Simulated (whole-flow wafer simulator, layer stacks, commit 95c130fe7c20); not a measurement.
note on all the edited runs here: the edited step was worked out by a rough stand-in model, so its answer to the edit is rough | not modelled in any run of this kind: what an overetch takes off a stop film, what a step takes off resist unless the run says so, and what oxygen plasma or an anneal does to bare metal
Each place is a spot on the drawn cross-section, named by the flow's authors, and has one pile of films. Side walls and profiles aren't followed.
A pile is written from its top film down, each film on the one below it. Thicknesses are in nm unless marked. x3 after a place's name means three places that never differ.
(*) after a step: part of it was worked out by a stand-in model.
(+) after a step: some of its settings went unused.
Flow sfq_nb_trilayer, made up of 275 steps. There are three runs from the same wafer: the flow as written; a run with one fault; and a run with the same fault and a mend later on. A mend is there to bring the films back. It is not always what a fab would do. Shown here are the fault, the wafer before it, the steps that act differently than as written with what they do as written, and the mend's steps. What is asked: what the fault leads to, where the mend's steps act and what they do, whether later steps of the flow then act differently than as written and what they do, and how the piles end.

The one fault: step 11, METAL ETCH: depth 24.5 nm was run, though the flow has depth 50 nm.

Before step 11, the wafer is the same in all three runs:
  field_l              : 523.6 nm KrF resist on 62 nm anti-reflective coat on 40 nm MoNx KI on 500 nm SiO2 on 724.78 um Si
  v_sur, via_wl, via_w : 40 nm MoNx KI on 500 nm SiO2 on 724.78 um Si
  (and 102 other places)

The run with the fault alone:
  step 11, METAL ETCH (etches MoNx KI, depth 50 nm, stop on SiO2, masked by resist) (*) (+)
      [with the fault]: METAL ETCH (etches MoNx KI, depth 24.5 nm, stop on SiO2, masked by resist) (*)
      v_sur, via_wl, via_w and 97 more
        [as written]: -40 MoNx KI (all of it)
        [with the fault]: -24.5 MoNx KI
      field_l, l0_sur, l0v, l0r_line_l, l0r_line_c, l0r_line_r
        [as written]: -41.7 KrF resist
        [with the fault]: -20.4 KrF resist
  Later steps of the flow acting differently than as written (8 more steps, not shown, differ only slightly: by at most 2% or 0.5 nm, whichever is larger):
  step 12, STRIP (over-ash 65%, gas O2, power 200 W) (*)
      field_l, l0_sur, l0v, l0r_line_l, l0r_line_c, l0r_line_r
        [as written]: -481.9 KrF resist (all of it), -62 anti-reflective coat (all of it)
        [with the fault]: -503.1 KrF resist (all of it), -62 anti-reflective coat (all of it)
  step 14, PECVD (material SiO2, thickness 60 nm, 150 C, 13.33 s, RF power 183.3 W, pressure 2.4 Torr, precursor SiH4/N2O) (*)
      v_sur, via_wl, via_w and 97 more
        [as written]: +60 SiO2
        [with the fault]: +60 SiO2 (new film)
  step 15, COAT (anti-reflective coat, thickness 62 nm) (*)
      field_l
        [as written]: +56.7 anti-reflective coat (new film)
        [with the fault]: +58.5 anti-reflective coat (new film)
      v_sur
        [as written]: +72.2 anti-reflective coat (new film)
        [with the fault]: +68.3 anti-reflective coat (new film)
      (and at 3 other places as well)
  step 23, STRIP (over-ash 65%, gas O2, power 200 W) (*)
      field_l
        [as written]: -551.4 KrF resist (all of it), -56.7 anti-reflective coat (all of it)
        [with the fault]: -554.7 KrF resist (all of it), -58.5 anti-reflective coat (all of it)
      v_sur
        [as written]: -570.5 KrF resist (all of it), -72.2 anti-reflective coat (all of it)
        [with the fault]: -566.1 KrF resist (all of it), -68.3 anti-reflective coat (all of it)
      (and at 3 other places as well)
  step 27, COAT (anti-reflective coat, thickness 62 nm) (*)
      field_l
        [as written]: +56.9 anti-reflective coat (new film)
        [with the fault]: +58.7 anti-reflective coat (new film)
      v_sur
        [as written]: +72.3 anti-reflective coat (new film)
        [with the fault]: +68.3 anti-reflective coat (new film)
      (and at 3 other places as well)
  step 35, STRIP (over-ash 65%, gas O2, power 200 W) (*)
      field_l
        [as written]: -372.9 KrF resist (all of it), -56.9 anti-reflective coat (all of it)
        [with the fault]: -376.6 KrF resist (all of it), -58.7 anti-reflective coat (all of it)
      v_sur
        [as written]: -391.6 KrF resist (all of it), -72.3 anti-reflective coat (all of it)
        [with the fault]: -387.9 KrF resist (all of it), -68.3 anti-reflective coat (all of it)
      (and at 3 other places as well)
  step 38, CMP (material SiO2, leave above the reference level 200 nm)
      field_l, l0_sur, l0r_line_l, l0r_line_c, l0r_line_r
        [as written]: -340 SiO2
        [with the fault]: -324.5 SiO2
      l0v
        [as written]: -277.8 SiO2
        [with the fault]: -262.3 SiO2
  By the end, the piles at v_sur, via_wl, via_w and 97 more depart from the flow's by more than 2% or 0.5 nm, whichever is larger.
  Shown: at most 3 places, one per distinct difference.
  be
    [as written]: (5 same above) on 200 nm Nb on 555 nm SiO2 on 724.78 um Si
    [with the fault]: (5 same above) on 200 nm Nb on 55 nm SiO2 on 15.5 nm MoNx KI on 500 nm SiO2 on 724.78 um Si
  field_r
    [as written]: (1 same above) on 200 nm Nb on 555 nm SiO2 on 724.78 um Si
    [with the fault]: (1 same above) on 200 nm Nb on 55 nm SiO2 on 15.5 nm MoNx KI on 500 nm SiO2 on 724.78 um Si
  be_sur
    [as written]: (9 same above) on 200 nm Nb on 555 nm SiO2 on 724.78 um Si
    [with the fault]: (9 same above) on 200 nm Nb on 55 nm SiO2 on 15.5 nm MoNx KI on 500 nm SiO2 on 724.78 um Si

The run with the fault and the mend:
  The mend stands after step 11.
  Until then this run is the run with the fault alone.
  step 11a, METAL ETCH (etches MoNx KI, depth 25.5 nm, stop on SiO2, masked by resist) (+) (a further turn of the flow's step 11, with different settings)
      v_sur, via_wl, via_w and 97 more
        -15.5 MoNx KI (all of it)
      field_l, l0_sur, l0v, l0r_line_l, l0r_line_c, l0r_line_r
        -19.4 KrF resist
  None of the later steps of the flow differs from how it acts as written, at any place that is followed, by more than 2% or 0.5 nm, whichever is larger.
  By the end, the piles equal the flow's at every place that both follow.
